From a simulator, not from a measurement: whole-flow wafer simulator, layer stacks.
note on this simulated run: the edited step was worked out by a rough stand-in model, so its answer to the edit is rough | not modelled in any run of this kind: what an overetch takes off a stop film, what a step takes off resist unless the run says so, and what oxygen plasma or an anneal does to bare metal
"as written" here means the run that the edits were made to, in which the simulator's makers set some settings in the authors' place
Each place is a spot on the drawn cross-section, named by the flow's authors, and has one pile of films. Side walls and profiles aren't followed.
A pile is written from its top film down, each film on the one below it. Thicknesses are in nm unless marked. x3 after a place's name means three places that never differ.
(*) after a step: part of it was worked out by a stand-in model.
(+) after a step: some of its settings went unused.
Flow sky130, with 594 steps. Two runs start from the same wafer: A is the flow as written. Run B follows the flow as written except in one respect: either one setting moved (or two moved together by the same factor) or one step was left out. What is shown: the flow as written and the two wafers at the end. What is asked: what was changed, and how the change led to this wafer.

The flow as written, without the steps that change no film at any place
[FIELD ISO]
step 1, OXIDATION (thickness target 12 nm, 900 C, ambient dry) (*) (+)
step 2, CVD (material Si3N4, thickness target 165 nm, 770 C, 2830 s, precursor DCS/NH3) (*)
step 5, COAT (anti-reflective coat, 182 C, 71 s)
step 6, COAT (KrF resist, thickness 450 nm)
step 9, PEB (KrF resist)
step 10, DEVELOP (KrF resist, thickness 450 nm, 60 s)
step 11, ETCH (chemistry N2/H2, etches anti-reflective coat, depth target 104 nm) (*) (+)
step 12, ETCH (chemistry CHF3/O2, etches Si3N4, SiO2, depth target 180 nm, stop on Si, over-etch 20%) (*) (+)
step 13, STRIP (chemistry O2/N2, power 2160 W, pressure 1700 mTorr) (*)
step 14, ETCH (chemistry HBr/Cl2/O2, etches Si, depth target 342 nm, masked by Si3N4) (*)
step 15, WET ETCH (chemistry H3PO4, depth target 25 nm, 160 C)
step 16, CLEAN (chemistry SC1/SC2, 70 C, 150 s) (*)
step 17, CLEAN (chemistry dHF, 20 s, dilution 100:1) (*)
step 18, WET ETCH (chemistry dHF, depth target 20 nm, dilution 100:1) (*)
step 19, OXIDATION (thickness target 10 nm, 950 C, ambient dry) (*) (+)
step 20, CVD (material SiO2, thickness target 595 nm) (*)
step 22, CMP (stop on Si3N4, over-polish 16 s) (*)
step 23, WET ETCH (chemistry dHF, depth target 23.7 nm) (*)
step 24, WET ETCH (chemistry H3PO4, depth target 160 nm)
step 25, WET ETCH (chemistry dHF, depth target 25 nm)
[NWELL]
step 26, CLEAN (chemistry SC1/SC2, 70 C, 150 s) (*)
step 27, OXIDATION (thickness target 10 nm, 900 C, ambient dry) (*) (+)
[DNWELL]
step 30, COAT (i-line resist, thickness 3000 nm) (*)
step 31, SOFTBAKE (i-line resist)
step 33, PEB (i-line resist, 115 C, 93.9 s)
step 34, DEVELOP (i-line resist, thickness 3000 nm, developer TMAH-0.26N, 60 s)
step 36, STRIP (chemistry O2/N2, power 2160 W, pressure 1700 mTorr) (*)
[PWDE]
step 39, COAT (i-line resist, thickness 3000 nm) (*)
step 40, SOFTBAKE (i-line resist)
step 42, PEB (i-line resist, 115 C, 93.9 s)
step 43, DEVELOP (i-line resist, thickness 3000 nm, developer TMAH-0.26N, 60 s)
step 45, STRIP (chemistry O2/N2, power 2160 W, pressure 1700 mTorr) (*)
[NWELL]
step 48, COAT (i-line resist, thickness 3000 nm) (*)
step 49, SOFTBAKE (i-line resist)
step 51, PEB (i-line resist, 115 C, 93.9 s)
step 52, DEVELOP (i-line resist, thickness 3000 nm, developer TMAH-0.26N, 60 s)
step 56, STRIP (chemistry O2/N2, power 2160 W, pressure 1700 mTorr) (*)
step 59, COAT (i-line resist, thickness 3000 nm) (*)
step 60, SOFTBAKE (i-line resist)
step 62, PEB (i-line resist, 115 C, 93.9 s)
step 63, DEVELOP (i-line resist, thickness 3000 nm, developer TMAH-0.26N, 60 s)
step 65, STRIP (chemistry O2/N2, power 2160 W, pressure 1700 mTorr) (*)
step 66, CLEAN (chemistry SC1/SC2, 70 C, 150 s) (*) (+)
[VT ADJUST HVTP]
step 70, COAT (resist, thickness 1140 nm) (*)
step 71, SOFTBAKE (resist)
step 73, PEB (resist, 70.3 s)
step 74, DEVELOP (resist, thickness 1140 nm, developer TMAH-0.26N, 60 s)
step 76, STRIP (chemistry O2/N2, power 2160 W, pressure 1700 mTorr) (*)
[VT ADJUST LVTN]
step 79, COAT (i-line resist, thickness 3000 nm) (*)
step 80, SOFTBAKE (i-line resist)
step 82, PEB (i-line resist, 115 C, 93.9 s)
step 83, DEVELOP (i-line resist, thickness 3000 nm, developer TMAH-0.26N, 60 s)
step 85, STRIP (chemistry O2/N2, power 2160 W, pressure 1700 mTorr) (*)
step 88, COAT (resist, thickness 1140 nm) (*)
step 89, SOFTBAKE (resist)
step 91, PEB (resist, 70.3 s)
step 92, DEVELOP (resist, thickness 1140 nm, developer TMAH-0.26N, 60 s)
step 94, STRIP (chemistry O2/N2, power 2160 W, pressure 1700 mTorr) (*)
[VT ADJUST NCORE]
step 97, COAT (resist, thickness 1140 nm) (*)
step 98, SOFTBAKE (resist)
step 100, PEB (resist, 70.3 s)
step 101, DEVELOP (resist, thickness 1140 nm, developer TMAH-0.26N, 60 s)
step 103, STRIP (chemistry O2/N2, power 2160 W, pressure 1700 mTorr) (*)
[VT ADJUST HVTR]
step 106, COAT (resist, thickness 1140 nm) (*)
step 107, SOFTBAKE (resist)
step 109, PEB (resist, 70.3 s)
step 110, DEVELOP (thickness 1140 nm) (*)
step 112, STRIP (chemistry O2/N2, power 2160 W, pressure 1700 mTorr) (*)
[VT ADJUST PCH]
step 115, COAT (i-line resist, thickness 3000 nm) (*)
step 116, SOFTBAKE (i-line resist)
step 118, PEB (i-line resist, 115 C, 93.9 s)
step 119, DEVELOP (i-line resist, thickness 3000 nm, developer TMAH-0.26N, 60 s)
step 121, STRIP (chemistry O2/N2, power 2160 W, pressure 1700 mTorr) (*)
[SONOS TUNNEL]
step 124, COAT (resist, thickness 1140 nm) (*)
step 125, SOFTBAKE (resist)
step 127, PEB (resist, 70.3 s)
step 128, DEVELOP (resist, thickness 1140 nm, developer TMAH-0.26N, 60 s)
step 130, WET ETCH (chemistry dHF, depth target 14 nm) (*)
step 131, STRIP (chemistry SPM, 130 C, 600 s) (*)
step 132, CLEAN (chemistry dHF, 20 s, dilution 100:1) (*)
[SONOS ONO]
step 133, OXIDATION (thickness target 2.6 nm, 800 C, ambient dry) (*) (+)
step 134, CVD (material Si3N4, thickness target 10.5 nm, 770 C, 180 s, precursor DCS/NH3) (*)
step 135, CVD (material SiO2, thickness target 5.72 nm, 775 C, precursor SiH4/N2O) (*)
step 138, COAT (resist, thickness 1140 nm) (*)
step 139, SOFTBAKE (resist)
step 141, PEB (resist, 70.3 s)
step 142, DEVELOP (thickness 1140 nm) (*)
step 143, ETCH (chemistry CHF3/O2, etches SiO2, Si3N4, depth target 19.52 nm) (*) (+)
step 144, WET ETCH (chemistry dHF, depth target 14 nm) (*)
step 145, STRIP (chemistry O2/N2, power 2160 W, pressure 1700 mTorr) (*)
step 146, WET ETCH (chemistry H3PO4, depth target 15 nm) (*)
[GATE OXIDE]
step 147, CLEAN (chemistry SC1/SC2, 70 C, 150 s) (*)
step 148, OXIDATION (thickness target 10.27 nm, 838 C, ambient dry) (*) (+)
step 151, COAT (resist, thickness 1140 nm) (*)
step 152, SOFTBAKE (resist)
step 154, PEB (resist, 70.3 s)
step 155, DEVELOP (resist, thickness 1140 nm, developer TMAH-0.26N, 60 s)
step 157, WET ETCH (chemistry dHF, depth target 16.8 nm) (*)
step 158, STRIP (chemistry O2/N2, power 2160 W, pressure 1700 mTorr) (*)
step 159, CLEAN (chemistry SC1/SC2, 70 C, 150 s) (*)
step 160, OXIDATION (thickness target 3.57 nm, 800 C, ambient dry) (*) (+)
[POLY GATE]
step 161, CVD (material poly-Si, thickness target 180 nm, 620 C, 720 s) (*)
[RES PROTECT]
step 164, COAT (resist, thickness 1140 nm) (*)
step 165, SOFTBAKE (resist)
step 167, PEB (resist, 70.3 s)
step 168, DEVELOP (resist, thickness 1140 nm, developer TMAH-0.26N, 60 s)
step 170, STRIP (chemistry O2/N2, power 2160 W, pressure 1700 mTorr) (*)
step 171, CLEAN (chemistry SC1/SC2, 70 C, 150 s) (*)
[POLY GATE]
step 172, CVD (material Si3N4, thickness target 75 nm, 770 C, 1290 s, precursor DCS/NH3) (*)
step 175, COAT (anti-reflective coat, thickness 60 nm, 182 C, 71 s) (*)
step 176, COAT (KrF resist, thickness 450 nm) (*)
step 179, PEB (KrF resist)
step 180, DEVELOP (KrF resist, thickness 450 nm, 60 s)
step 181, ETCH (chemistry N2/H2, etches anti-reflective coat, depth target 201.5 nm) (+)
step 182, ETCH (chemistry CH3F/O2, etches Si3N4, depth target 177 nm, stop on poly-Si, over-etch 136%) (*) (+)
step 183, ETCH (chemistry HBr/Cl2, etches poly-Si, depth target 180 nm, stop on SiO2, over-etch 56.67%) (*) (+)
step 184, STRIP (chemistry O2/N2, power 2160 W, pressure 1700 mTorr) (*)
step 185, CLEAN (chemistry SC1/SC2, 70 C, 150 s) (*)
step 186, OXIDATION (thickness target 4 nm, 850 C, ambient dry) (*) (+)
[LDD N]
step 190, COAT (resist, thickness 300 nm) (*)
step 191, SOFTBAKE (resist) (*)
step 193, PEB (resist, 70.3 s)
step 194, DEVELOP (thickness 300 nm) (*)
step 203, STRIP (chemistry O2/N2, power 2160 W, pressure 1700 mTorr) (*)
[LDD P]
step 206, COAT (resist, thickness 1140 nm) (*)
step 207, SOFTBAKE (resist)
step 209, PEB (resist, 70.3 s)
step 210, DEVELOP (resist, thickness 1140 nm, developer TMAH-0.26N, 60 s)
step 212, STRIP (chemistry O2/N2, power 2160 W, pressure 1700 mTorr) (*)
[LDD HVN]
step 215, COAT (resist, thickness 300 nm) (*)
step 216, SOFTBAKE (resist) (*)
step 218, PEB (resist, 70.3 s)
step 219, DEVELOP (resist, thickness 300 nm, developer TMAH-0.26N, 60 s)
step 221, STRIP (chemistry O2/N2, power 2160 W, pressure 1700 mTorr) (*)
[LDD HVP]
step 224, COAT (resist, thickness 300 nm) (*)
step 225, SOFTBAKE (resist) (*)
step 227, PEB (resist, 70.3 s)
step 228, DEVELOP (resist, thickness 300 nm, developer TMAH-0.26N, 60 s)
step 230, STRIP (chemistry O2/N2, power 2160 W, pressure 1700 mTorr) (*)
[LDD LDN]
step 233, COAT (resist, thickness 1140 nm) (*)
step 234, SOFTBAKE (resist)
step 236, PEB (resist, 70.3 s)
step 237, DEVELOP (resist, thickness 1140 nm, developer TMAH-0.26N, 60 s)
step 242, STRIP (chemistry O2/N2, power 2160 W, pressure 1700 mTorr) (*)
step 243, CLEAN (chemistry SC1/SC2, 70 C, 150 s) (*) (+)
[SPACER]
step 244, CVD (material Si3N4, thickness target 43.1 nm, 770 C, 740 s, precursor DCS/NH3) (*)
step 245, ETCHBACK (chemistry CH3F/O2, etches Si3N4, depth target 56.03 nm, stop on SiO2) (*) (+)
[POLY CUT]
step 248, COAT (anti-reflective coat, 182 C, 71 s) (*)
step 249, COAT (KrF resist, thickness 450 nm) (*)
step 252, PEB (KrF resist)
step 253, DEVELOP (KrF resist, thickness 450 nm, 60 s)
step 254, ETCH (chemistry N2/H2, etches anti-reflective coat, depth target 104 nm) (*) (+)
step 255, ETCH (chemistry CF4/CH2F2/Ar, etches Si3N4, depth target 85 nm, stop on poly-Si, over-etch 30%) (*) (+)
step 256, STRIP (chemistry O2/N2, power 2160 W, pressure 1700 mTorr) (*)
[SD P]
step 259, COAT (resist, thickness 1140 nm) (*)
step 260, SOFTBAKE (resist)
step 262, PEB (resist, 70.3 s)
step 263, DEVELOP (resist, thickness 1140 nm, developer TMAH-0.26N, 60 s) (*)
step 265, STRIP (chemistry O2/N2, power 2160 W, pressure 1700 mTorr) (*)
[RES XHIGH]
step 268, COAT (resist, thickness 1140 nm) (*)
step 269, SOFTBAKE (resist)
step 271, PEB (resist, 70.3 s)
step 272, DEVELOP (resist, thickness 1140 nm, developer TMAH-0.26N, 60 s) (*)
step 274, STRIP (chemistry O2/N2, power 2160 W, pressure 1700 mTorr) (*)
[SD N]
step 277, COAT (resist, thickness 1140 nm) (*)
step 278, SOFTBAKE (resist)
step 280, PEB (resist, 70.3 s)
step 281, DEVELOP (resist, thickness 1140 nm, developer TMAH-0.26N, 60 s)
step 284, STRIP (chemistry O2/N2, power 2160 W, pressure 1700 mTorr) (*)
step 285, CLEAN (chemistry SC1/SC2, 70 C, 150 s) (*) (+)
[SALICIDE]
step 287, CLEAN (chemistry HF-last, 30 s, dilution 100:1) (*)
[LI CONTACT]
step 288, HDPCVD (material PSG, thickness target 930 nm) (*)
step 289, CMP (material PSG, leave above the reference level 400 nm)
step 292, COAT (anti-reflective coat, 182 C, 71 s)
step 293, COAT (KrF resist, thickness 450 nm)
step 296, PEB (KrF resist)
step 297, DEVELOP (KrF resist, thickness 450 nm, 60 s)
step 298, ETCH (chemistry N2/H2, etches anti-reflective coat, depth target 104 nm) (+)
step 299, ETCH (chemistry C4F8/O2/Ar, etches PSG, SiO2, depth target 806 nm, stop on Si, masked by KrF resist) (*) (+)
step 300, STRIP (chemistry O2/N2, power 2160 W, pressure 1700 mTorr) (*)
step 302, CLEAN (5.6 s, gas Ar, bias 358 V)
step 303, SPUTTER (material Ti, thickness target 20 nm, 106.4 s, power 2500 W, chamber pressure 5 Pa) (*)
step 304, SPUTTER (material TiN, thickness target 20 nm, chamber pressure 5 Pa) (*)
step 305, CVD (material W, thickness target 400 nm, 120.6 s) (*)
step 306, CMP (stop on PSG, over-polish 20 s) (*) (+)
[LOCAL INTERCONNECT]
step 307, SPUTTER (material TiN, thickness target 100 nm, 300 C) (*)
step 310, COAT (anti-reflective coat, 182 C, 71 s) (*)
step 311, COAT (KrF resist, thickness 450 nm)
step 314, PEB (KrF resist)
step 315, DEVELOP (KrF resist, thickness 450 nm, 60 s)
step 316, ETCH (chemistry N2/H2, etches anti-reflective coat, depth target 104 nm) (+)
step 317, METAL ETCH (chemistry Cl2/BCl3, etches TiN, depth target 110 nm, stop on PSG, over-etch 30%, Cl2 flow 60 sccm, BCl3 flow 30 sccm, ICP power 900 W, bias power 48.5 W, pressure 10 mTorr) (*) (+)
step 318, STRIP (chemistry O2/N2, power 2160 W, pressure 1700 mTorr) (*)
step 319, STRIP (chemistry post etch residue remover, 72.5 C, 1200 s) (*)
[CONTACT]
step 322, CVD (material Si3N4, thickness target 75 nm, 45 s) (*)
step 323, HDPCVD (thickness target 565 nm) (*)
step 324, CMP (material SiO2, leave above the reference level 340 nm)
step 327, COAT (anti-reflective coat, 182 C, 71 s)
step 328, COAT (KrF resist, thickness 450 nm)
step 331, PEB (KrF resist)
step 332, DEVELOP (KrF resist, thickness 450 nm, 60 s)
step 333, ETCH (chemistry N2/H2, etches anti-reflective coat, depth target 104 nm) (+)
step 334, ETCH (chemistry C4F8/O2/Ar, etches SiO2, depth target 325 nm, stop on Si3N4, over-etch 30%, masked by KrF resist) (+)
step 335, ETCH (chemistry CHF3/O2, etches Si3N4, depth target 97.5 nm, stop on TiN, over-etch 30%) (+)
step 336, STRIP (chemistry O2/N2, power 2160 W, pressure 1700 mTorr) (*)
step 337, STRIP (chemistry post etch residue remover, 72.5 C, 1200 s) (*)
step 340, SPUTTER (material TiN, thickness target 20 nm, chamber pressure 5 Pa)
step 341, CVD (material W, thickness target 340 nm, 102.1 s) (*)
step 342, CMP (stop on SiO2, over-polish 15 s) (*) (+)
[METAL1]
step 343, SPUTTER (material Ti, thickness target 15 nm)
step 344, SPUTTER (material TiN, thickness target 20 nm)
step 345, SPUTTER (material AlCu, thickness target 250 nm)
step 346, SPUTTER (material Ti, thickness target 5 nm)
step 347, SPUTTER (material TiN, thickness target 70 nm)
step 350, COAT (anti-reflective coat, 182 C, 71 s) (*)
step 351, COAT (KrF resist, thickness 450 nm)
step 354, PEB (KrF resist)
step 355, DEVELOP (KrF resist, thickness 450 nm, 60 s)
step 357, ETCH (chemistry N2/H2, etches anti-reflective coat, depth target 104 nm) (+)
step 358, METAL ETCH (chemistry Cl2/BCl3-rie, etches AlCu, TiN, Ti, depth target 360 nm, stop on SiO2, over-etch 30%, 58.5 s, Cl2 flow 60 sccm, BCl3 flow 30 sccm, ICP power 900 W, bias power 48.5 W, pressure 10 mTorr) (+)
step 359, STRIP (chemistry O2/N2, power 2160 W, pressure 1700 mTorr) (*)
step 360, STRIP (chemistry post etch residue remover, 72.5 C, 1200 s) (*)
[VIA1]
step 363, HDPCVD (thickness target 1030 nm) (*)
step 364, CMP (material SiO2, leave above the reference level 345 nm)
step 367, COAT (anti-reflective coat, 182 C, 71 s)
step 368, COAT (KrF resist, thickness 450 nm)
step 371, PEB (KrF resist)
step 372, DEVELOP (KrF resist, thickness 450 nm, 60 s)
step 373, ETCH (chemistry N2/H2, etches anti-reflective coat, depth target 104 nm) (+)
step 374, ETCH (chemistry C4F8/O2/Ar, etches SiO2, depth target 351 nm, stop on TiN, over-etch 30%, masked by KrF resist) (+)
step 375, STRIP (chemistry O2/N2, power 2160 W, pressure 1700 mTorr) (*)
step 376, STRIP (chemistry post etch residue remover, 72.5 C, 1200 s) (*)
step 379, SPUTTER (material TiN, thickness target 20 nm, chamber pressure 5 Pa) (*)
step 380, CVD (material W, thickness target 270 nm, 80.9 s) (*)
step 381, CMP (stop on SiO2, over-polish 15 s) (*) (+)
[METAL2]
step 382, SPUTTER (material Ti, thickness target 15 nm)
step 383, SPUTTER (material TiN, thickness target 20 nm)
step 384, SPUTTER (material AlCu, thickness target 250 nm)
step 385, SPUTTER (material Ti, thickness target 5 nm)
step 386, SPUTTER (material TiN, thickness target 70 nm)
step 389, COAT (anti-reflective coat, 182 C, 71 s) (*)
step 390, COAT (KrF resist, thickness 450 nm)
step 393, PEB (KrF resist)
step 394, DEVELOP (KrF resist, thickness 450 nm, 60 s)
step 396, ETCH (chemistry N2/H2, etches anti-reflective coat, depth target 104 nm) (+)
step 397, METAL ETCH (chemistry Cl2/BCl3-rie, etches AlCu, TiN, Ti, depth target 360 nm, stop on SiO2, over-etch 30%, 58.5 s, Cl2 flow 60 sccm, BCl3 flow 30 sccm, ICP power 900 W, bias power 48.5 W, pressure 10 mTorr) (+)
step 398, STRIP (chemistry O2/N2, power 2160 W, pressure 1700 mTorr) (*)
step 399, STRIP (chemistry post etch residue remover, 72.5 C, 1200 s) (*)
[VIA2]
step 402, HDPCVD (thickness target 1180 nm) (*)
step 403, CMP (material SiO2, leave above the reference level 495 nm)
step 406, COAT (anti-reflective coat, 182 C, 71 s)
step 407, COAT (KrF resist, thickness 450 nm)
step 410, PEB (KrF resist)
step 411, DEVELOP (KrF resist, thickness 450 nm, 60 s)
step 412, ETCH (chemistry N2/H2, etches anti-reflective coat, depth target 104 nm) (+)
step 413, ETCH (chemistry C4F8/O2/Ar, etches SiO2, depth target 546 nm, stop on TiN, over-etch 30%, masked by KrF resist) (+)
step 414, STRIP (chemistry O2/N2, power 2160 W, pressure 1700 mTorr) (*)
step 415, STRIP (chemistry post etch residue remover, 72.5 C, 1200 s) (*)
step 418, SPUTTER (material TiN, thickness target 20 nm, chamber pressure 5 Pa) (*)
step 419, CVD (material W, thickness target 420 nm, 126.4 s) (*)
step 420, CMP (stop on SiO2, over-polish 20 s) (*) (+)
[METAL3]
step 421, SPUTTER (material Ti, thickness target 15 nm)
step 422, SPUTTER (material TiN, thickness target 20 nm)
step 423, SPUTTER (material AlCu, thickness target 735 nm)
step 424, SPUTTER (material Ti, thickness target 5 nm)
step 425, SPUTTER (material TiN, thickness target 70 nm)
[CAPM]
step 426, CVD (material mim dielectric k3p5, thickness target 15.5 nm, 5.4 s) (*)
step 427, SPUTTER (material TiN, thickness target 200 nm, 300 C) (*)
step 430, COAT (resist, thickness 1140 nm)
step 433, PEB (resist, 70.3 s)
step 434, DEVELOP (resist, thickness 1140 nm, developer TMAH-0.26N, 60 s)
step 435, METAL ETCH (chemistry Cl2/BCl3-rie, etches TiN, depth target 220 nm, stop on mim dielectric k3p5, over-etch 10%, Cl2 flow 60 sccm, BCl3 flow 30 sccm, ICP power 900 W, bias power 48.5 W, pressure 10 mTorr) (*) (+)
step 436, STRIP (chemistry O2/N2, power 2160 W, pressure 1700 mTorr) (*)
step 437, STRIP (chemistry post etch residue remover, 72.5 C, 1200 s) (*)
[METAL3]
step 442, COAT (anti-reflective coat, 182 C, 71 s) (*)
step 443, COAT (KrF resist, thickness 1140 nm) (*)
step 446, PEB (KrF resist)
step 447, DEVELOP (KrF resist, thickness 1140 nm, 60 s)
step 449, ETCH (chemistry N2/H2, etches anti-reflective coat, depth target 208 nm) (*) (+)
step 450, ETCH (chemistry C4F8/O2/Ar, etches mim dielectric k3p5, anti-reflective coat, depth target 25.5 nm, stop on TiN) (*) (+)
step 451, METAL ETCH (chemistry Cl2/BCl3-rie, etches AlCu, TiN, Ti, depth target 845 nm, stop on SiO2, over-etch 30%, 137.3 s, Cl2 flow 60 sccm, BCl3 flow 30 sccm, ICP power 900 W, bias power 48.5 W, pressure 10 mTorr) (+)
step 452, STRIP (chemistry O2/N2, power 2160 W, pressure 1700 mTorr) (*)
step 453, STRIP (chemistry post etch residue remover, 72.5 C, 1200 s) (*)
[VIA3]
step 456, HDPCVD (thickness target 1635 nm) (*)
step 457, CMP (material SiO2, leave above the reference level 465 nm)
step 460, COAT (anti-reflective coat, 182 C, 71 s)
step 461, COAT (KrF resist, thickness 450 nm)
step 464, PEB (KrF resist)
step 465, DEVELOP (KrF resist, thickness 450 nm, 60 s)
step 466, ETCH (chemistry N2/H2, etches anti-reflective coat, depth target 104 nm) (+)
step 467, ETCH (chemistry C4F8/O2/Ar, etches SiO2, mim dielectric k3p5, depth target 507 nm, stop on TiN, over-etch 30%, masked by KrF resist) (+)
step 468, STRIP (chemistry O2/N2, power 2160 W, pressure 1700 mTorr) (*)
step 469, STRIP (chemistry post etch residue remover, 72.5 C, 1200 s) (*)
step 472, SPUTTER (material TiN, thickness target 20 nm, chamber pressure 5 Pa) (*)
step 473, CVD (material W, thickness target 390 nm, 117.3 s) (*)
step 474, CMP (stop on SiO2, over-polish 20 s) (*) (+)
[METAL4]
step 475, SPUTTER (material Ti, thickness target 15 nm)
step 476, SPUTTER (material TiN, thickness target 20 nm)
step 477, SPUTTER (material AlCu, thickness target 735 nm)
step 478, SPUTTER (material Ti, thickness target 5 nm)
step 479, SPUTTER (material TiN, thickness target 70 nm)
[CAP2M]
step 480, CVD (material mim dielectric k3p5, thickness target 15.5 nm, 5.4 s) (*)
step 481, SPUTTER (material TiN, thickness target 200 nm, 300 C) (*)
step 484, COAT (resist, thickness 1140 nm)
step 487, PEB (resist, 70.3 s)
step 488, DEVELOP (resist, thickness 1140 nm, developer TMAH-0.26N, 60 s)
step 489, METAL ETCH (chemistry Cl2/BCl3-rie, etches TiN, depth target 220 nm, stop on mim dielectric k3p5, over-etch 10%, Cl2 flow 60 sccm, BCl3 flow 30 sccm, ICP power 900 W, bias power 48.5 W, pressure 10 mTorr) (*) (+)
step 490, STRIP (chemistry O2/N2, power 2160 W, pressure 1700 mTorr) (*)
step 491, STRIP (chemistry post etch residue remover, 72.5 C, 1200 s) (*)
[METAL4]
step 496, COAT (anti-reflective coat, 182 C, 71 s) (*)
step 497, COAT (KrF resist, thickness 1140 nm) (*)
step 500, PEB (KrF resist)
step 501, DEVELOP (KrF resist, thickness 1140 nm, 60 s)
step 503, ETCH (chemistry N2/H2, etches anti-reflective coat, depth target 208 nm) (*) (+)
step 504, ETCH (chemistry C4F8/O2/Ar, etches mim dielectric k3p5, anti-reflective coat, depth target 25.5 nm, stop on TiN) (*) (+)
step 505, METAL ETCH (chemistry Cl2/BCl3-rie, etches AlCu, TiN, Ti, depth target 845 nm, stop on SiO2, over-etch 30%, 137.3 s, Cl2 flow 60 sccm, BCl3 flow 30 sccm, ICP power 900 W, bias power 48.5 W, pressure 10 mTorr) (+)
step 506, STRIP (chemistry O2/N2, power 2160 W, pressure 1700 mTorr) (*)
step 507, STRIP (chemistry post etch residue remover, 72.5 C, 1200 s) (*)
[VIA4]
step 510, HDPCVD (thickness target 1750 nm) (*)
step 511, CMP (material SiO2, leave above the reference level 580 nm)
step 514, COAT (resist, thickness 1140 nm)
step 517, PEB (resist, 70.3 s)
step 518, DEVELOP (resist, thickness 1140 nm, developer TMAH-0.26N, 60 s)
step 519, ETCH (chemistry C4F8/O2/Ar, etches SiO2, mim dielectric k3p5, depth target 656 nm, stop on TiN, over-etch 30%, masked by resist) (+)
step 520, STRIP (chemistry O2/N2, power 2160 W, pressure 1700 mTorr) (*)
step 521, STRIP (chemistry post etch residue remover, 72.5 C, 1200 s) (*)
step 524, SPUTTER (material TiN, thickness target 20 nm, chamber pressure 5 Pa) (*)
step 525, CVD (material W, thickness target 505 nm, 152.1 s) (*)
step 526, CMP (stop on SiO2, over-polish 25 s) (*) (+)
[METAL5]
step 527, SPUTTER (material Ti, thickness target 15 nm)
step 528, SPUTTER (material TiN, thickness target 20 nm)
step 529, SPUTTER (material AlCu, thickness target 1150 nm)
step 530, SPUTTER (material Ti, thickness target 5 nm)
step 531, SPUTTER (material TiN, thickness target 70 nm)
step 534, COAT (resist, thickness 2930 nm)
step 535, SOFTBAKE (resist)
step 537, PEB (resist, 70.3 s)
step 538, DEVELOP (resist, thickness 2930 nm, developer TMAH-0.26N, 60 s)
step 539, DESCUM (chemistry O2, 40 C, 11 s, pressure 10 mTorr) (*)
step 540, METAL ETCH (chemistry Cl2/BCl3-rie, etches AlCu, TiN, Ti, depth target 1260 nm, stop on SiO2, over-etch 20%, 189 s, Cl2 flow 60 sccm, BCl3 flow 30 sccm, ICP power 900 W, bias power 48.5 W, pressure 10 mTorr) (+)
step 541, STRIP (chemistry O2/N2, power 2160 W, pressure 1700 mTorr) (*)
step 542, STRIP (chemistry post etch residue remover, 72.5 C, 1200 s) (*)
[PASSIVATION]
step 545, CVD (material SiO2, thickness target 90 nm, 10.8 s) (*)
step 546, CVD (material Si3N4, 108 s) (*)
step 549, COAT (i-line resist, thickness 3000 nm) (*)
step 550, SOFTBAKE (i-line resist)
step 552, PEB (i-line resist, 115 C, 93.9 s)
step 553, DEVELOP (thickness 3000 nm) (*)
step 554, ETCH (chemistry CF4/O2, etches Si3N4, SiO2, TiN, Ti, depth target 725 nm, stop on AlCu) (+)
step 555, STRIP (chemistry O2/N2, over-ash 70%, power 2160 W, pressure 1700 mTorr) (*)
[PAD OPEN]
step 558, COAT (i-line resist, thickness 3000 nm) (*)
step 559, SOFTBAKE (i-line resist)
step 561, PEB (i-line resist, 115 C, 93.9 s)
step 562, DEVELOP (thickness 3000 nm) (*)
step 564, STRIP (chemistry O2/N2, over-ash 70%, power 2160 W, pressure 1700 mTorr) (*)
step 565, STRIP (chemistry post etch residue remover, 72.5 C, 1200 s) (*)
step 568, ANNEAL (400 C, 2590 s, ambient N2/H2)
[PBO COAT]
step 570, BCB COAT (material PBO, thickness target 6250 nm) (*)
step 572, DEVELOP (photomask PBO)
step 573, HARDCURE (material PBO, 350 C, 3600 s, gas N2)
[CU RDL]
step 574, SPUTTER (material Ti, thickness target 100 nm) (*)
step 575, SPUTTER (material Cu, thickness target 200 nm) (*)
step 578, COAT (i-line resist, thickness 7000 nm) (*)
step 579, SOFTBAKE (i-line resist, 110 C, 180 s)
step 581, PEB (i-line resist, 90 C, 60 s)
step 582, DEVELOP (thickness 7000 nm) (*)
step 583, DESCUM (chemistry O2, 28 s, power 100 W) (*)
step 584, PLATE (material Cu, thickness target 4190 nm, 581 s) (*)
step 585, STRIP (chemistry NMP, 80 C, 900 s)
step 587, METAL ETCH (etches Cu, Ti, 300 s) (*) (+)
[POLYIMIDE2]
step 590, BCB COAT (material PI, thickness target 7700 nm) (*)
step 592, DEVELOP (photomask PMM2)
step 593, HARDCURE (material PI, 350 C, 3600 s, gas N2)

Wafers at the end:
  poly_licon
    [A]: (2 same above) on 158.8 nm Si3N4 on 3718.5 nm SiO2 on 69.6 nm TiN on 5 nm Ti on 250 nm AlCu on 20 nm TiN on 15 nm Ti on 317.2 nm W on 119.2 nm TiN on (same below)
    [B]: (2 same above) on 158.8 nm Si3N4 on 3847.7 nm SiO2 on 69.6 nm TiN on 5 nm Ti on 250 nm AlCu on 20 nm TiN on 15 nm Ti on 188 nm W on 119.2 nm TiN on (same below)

What caused this: step 341, CVD: thickness target 187 nm was run, while the flow as written has thickness target 340 nm; step 341, CVD: 56.17 s was run, where the flow has 102.1 s.

Step by step, how the change led to this:
  step 341, CVD (material W, thickness target 340 nm, 102.1 s) (*)
      field, active, n_well and 185 more: A W gains 340 (new film) | B W gains 188 (new film)
      ndiff_licon, ndiff_licon_cpp, rpo_hd_licon: A W gains 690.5 (new film) | B W gains 538.5 (new film)
  step 342, CMP (stop on SiO2, over-polish 15 s) (*) (+)
      poly_licon: A W loses 22.8 | B nothing
      field, active, n_well and 184 more: A W loses 340 (all of it), TiN loses 20 (all of it), SiO2 loses 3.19 | B W loses 188 (all of it), TiN loses 20 (all of it), SiO2 loses 3.19
      (and at 3 other places as well)
  step 350, COAT (anti-reflective coat, 182 C, 71 s) (*)
      poly_licon: A anti-reflective coat gains 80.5 (new film) | B anti-reflective coat gains 209.7 (new film)
  step 359, STRIP (chemistry O2/N2, power 2160 W, pressure 1700 mTorr) (*)
      poly_licon: A KrF resist loses 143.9 (all of it), anti-reflective coat loses 80.5 (all of it) | B KrF resist loses 143.9 (all of it), anti-reflective coat loses 209.7 (all of it)
  step 364, CMP (material SiO2, leave above the reference level 345 nm)
      poly_licon: A SiO2 loses 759 | B SiO2 loses 629.8
